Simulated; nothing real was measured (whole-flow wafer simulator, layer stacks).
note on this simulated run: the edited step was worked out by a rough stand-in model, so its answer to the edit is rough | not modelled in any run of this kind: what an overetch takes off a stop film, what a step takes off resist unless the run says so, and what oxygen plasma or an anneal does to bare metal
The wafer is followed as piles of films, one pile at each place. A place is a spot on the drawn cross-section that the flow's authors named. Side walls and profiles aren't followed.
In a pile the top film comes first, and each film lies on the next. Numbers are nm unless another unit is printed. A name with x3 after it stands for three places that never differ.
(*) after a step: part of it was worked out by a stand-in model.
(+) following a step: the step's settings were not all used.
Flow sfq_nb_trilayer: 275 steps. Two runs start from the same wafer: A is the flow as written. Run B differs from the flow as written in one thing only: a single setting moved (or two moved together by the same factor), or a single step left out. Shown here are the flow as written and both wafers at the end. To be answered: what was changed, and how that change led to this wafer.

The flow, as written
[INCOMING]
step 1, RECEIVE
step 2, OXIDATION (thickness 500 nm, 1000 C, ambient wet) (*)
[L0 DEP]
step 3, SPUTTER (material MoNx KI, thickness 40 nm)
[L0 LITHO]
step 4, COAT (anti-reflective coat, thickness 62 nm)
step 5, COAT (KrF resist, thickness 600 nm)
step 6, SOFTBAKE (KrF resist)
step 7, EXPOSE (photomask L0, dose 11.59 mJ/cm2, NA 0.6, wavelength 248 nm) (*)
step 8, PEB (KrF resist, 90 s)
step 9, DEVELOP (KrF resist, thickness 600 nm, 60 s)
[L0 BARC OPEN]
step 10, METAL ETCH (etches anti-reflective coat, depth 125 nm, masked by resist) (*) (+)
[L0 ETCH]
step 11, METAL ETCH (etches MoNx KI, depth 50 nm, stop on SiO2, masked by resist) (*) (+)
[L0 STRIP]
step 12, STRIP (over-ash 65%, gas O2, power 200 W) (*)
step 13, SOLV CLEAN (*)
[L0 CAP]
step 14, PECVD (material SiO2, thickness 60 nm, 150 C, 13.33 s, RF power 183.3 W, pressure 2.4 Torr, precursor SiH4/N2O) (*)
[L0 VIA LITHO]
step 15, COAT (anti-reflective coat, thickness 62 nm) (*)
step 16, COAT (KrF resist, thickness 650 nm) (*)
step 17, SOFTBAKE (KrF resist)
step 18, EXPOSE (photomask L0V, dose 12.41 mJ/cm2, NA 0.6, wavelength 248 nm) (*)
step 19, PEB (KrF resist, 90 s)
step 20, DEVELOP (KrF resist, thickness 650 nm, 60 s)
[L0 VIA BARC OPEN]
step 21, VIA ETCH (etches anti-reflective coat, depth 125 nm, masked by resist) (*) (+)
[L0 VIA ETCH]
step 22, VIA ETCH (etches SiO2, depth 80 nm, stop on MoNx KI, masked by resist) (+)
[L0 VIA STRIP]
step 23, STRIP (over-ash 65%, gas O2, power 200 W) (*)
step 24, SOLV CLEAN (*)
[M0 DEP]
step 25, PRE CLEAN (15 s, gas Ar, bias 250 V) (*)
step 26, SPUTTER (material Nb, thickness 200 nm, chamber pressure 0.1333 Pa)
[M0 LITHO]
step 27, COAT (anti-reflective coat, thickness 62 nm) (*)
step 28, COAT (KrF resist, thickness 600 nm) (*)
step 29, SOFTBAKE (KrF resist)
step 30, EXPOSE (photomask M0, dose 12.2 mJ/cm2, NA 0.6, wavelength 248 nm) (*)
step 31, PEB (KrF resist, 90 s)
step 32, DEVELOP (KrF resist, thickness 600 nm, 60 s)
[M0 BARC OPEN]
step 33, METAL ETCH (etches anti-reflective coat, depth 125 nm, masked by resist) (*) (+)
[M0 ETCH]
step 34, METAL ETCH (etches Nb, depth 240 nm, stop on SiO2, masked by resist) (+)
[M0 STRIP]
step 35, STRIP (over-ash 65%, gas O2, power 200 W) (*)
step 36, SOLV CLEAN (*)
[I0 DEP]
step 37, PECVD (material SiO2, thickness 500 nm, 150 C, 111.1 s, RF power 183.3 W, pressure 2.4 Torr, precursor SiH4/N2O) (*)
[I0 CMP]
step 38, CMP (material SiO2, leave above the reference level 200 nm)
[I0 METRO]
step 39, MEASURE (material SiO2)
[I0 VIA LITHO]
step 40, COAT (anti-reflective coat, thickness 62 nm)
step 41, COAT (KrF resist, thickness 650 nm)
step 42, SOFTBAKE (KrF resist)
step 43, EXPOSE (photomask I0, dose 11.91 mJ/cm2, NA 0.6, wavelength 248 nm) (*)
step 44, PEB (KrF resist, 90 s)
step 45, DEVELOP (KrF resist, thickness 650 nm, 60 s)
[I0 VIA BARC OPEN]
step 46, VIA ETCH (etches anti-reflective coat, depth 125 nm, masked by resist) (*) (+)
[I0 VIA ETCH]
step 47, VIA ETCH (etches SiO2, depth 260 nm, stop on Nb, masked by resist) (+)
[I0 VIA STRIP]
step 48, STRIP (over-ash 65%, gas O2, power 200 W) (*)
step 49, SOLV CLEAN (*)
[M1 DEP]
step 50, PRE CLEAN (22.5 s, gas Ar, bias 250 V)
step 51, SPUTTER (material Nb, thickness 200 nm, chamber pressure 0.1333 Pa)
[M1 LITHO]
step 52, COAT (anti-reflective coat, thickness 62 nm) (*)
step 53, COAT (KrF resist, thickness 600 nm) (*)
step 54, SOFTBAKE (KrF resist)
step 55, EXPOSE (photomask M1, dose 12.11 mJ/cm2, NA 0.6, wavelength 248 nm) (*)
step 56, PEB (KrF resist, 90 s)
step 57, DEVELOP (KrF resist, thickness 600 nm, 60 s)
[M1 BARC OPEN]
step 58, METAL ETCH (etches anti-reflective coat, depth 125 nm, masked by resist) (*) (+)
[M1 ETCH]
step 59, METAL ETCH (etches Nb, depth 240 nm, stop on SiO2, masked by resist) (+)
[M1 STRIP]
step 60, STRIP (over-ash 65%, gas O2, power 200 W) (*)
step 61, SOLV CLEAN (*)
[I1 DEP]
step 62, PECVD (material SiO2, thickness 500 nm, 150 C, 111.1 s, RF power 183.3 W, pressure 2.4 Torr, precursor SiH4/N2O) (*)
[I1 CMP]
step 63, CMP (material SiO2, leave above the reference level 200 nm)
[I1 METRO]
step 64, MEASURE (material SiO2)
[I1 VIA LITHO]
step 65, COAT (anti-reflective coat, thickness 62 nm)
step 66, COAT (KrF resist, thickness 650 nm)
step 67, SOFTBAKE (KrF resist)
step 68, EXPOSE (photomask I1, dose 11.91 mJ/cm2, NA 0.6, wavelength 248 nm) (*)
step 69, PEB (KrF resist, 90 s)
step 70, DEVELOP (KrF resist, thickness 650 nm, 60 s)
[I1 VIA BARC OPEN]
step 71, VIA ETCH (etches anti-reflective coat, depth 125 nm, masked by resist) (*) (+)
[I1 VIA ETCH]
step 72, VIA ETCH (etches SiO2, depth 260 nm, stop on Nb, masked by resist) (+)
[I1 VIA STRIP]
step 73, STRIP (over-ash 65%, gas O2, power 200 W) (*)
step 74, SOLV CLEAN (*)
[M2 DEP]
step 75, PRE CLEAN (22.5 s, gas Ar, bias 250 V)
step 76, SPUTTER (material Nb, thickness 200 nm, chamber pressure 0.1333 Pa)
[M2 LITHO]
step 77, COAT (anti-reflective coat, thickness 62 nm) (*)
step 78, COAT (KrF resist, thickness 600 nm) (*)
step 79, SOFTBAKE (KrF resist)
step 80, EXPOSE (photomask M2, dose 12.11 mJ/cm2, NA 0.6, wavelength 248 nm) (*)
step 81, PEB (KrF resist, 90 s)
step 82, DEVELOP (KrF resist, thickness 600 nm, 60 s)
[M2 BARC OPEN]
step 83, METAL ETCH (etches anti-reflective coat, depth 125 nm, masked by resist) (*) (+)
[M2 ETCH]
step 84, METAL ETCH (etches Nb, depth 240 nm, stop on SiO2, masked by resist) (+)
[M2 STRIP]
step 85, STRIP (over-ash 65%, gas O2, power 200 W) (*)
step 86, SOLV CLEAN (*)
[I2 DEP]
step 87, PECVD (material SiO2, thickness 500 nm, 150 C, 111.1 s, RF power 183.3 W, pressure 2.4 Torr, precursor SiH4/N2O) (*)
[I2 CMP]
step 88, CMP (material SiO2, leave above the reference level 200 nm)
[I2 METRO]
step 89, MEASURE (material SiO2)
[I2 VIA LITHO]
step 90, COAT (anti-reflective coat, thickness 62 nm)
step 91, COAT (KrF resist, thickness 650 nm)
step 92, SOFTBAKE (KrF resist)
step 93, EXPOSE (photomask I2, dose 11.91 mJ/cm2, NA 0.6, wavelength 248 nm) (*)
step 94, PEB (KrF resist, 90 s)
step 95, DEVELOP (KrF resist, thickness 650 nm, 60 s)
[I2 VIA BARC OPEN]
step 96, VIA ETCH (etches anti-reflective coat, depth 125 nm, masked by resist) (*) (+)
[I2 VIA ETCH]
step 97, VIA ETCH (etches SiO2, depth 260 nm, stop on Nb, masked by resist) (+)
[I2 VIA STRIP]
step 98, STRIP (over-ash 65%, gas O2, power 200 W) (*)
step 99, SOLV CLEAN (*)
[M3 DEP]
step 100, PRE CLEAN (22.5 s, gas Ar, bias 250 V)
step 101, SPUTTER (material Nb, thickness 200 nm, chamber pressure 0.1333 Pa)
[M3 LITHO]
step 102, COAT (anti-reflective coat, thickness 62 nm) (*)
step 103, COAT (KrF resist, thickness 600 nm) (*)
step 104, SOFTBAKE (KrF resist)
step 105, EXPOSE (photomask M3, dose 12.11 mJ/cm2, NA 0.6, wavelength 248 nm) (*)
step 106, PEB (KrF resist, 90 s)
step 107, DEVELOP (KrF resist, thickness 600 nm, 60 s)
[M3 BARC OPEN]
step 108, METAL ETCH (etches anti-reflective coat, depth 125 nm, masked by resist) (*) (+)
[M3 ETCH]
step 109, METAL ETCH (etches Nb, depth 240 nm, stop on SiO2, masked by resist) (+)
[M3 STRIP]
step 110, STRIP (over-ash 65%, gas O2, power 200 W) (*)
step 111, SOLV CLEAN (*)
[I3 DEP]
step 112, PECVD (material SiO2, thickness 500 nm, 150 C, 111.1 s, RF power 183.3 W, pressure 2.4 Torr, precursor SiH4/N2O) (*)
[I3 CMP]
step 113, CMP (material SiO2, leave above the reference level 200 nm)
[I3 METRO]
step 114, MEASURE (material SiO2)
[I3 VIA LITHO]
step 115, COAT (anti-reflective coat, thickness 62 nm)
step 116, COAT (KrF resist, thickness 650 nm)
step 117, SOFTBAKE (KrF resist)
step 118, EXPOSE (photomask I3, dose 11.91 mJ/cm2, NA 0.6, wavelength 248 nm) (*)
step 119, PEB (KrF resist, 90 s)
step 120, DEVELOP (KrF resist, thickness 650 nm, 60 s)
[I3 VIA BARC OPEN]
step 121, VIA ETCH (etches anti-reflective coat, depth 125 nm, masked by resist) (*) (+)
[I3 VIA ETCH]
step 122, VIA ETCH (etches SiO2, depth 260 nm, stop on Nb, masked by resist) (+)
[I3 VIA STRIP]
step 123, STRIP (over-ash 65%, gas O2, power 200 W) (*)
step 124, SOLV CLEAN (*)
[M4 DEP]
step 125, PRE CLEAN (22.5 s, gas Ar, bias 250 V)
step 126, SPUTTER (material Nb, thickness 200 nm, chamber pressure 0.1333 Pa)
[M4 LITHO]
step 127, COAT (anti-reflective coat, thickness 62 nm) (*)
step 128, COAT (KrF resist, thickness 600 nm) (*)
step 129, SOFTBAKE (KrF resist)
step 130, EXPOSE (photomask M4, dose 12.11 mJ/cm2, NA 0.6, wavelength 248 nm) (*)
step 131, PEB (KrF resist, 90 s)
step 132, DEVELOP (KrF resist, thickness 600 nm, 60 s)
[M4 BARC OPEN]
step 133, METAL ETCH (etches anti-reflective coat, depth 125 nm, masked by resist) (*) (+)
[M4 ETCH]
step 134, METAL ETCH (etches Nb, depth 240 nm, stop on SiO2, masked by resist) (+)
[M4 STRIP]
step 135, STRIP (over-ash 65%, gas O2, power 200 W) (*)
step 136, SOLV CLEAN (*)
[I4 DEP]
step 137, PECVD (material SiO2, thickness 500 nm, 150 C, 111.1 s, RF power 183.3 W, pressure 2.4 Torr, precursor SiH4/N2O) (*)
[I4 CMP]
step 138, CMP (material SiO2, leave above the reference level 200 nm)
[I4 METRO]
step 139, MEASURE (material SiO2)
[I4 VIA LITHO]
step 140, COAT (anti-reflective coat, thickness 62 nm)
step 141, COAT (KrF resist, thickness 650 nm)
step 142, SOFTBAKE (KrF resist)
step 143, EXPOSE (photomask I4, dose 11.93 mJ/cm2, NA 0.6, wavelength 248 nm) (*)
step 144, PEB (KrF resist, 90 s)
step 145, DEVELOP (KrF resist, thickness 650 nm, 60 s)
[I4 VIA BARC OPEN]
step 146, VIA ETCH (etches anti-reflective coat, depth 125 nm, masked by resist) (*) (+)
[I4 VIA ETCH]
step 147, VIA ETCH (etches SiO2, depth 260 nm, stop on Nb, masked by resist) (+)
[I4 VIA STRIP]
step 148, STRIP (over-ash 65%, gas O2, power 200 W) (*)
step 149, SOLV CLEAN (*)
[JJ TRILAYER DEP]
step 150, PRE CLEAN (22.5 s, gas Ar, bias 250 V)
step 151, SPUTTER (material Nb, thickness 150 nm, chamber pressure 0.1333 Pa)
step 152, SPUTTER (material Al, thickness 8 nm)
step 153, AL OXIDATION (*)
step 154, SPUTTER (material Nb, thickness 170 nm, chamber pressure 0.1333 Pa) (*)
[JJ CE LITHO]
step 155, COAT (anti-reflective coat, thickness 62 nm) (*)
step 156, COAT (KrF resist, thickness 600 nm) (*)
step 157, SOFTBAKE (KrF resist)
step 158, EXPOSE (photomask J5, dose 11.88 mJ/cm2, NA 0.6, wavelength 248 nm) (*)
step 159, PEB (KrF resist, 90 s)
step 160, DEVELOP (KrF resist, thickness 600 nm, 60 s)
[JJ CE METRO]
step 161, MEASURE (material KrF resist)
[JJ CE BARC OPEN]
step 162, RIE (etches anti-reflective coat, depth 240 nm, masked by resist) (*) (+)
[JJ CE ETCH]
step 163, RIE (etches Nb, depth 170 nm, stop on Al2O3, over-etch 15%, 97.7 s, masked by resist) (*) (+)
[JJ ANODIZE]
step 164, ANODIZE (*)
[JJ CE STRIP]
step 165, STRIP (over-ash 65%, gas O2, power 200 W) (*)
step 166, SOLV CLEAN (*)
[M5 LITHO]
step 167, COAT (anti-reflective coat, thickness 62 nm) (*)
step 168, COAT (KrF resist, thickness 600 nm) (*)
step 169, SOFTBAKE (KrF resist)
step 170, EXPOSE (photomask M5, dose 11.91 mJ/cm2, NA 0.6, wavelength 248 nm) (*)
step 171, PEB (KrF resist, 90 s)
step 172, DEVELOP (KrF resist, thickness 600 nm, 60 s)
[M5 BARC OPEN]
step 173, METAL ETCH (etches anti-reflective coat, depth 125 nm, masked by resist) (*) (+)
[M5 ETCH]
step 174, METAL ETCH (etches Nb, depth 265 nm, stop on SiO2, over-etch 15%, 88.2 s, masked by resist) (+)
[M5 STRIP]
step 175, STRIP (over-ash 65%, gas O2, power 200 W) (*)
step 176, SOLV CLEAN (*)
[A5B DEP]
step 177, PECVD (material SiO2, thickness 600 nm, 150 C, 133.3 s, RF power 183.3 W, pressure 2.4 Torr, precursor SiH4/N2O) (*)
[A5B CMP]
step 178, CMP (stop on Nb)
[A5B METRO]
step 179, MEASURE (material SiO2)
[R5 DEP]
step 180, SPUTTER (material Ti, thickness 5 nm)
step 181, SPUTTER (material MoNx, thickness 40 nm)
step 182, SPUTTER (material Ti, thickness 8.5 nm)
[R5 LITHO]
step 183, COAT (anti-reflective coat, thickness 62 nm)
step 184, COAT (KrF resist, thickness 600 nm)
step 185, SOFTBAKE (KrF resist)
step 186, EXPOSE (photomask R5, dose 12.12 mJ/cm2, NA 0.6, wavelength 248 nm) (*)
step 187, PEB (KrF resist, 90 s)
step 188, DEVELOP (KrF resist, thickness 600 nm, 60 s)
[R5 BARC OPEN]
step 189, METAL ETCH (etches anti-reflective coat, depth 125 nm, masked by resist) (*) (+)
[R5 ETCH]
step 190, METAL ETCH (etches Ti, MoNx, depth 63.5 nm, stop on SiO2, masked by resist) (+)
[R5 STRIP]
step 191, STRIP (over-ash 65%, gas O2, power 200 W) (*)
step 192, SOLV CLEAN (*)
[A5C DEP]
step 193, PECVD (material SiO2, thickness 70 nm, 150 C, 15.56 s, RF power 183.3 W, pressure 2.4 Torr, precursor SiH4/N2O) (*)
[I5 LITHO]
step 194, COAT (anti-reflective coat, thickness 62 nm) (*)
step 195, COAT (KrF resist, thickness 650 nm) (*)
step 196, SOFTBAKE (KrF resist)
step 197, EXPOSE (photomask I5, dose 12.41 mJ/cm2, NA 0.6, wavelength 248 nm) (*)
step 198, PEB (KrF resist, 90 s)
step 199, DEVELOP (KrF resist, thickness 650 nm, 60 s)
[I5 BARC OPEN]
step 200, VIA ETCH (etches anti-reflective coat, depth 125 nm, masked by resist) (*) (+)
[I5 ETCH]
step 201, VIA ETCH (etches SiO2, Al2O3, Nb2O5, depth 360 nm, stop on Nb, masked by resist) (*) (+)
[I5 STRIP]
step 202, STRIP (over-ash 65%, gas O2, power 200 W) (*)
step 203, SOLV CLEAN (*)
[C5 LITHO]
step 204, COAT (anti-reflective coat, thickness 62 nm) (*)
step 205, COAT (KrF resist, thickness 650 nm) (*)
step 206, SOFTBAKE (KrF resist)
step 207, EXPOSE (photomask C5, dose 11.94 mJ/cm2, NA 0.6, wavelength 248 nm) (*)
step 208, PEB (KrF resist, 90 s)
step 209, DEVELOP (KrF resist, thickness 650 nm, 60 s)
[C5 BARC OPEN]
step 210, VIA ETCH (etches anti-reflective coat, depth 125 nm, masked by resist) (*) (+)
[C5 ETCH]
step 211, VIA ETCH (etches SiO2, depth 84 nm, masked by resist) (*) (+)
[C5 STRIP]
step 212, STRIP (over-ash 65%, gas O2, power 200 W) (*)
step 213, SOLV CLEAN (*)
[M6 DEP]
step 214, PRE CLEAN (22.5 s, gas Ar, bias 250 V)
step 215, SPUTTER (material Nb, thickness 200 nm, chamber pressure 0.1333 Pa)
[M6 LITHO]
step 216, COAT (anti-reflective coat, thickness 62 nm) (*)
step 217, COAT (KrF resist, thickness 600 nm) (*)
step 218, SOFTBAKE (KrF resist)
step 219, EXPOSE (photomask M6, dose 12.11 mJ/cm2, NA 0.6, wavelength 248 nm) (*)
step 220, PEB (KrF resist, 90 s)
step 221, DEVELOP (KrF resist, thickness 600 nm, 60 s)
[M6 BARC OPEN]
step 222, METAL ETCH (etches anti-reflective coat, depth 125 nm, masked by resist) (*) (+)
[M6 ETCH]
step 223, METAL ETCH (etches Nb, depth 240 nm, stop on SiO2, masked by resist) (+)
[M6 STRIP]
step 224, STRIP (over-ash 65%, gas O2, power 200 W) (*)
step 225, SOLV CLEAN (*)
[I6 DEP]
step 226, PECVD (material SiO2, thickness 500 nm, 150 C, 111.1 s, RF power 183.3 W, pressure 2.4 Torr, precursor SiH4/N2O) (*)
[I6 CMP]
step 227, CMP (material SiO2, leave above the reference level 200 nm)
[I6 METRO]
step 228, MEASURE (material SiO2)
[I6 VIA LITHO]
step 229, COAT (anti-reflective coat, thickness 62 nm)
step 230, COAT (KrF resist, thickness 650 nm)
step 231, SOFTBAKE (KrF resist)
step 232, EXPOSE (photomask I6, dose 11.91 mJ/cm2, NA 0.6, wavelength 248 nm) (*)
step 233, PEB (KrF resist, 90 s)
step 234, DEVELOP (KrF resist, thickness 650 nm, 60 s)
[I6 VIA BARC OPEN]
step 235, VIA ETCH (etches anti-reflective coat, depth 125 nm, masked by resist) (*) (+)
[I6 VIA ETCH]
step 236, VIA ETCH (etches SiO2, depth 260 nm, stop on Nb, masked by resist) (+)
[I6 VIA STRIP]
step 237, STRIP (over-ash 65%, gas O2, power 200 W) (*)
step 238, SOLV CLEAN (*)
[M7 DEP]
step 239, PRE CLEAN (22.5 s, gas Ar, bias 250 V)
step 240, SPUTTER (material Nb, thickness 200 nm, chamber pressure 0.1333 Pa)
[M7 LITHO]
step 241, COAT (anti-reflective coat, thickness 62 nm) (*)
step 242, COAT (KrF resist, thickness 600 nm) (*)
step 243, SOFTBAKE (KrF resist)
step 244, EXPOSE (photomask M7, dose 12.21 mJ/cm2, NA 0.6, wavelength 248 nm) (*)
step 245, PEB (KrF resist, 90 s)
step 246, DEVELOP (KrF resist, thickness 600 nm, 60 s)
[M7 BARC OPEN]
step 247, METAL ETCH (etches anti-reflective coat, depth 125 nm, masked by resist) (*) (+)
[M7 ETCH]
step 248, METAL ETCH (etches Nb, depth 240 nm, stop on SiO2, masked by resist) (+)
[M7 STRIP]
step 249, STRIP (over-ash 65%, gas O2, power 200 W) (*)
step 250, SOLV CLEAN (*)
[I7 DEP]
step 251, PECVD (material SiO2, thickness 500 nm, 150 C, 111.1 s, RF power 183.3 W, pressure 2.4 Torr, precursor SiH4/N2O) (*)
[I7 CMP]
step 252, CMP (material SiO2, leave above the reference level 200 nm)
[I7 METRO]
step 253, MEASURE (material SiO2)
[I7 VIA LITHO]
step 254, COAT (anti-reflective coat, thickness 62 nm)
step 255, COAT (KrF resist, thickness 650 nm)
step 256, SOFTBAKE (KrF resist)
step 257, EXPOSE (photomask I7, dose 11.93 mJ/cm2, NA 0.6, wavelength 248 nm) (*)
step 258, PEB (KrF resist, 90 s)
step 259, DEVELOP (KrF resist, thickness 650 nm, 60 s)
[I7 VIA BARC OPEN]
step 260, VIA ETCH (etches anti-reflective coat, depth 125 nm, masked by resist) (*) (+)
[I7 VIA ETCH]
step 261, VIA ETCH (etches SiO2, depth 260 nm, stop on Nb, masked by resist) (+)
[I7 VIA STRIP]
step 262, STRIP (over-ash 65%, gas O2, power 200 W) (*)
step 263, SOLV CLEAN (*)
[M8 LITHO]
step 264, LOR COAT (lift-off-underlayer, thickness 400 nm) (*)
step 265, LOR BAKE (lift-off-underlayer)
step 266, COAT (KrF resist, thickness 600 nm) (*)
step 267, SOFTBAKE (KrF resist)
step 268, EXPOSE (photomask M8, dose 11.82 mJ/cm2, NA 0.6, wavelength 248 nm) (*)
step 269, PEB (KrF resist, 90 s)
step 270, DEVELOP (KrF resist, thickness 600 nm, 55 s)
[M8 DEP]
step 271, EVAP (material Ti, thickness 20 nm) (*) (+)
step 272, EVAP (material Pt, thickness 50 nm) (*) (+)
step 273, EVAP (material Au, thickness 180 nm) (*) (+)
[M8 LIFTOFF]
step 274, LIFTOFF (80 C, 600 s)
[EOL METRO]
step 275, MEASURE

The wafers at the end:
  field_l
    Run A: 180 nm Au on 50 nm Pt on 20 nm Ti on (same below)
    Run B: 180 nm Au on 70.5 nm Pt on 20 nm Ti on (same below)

What caused this: step 272, EVAP: thickness 70.5 nm was run, though the flow has thickness 50 nm.
The wafer itself shows it: field_l has Pt 70.5, and step 272 as written asks for 50 nm.

Step by step, how the change led to this:
  step 272, EVAP (material Pt, thickness 50 nm) (*) (+)
      field_l, v_sur, via_wl and 103 more: A Pt gains 50 (new film) | B Pt gains 70.5 (new film)
  step 274, LIFTOFF (80 C, 600 s)
      p4_fl, p4_fm, p4_w1 and 71 more: A Au loses 180 (all of it), Pt loses 50 (all of it), Ti loses 20 (all of it), KrF resist loses 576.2 (all of it), lift-off-underlayer loses 400 (all of it) | B Au loses 180 (all of it), Pt loses 70.5 (all of it), Ti loses 20 (all of it), KrF resist loses 576.2 (all of it), lift-off-underlayer loses 400 (all of it)
      c5j, ce_r: A Au loses 180 (all of it), Pt loses 50 (all of it), Ti loses 20 (all of it), KrF resist loses 573.3 (all of it), lift-off-underlayer loses 399.3 (all of it) | B Au loses 180 (all of it), Pt loses 70.5 (all of it), Ti loses 20 (all of it), KrF resist loses 573.3 (all of it), lift-off-underlayer loses 399.3 (all of it)
      (also at 19 further places)
